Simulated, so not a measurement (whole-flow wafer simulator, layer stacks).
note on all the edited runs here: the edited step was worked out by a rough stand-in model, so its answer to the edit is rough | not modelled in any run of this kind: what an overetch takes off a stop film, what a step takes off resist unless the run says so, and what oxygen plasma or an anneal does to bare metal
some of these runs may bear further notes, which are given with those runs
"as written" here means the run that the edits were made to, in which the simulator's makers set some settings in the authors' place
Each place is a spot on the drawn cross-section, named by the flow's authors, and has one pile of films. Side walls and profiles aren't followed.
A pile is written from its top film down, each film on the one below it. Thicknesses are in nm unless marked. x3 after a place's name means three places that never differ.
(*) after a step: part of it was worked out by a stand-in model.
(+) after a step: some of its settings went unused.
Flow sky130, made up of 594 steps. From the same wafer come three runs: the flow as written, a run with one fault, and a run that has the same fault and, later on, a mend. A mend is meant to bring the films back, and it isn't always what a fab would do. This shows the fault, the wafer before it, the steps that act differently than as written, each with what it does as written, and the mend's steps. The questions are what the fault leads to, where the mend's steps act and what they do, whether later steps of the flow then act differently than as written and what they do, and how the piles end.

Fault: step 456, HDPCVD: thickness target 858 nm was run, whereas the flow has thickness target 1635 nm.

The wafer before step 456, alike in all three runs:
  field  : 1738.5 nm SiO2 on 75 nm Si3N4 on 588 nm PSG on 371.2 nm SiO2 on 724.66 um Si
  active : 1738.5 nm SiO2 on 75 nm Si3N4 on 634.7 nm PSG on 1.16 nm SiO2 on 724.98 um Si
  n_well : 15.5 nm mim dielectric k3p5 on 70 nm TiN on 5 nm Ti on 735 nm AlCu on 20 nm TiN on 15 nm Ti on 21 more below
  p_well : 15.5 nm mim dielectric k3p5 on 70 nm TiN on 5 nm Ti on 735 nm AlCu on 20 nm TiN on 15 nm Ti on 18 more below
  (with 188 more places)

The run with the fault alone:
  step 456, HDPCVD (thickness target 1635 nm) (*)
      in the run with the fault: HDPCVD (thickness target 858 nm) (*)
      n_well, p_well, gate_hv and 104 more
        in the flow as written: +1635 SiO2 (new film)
        in the run with the fault: +858 SiO2 (new film)
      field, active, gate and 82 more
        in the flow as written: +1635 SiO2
        in the run with the fault: +858 SiO2
  Later steps of the flow acting differently than as written (18 more steps, not shown, differ only slightly: by at most 2% or 0.5 nm, whichever is larger):
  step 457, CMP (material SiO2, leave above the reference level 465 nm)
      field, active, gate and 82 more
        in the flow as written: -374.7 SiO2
        in the run with the fault: nothing
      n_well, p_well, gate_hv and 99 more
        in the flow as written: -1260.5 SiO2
        in the run with the fault: -483.5 SiO2
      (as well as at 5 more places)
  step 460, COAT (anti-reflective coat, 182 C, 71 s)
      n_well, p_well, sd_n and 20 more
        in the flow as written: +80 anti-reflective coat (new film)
        in the run with the fault: +3 anti-reflective coat (new film)
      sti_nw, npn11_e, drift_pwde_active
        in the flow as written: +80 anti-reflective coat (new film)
        in the run with the fault: +30.9 anti-reflective coat (new film)
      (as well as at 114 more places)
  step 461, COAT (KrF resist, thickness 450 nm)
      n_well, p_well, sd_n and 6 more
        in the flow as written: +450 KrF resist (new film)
        in the run with the fault: +109.8 KrF resist (new film)
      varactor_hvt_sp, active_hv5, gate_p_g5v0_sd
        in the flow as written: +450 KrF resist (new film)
        in the run with the fault: +316.7 KrF resist (new film)
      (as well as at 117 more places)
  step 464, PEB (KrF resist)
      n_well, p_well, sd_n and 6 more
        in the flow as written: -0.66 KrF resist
        in the run with the fault: -0.14 KrF resist
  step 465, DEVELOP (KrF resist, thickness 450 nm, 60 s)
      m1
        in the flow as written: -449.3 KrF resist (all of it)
        in the run with the fault: -284.1 KrF resist (all of it)
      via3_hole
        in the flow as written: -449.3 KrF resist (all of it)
        in the run with the fault: -172.5 KrF resist (all of it)
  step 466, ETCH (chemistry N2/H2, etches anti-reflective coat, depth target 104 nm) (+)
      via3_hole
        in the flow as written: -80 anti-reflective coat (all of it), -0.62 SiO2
        in the run with the fault: -24.6 anti-reflective coat (all of it)
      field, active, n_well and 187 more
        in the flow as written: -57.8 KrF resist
        in the run with the fault: -13.7 KrF resist
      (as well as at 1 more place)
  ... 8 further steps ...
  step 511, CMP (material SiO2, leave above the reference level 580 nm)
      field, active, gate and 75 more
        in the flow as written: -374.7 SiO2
        in the run with the fault: -393.2 SiO2
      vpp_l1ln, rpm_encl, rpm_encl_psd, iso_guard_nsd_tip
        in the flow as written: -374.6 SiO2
        in the run with the fault: -393.2 SiO2
  The piles end different from the flow's at field, active, gate and 84 more by more than 2% or 0.5 nm, whichever is larger.
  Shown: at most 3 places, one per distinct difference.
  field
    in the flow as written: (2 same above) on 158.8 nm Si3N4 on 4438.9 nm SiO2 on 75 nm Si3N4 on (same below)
    in the run with the fault: (2 same above) on 158.8 nm Si3N4 on 1451.3 nm SiO2 on 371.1 nm W on 20 nm TiN on 2596.5 nm SiO2 on 75 nm Si3N4 on (same below)
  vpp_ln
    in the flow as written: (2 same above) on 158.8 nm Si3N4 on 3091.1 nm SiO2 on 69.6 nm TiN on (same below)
    in the run with the fault: (2 same above) on 158.8 nm Si3N4 on 1451.3 nm SiO2 on 371.1 nm W on 20 nm TiN on 1248.7 nm SiO2 on 69.6 nm TiN on (same below)
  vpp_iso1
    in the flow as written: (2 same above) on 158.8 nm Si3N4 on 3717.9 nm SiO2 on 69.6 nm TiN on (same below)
    in the run with the fault: (2 same above) on 158.8 nm Si3N4 on 1451.3 nm SiO2 on 371.1 nm W on 20 nm TiN on 1875.5 nm SiO2 on 69.6 nm TiN on (same below)

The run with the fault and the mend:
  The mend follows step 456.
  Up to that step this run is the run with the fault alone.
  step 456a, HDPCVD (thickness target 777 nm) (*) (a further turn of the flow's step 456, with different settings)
      field, active, n_well and 189 more
        +777 SiO2
  None of the later steps of the flow acts differently than as written at any place that is followed.
  By the end, the piles equal the flow's at every place that both follow.
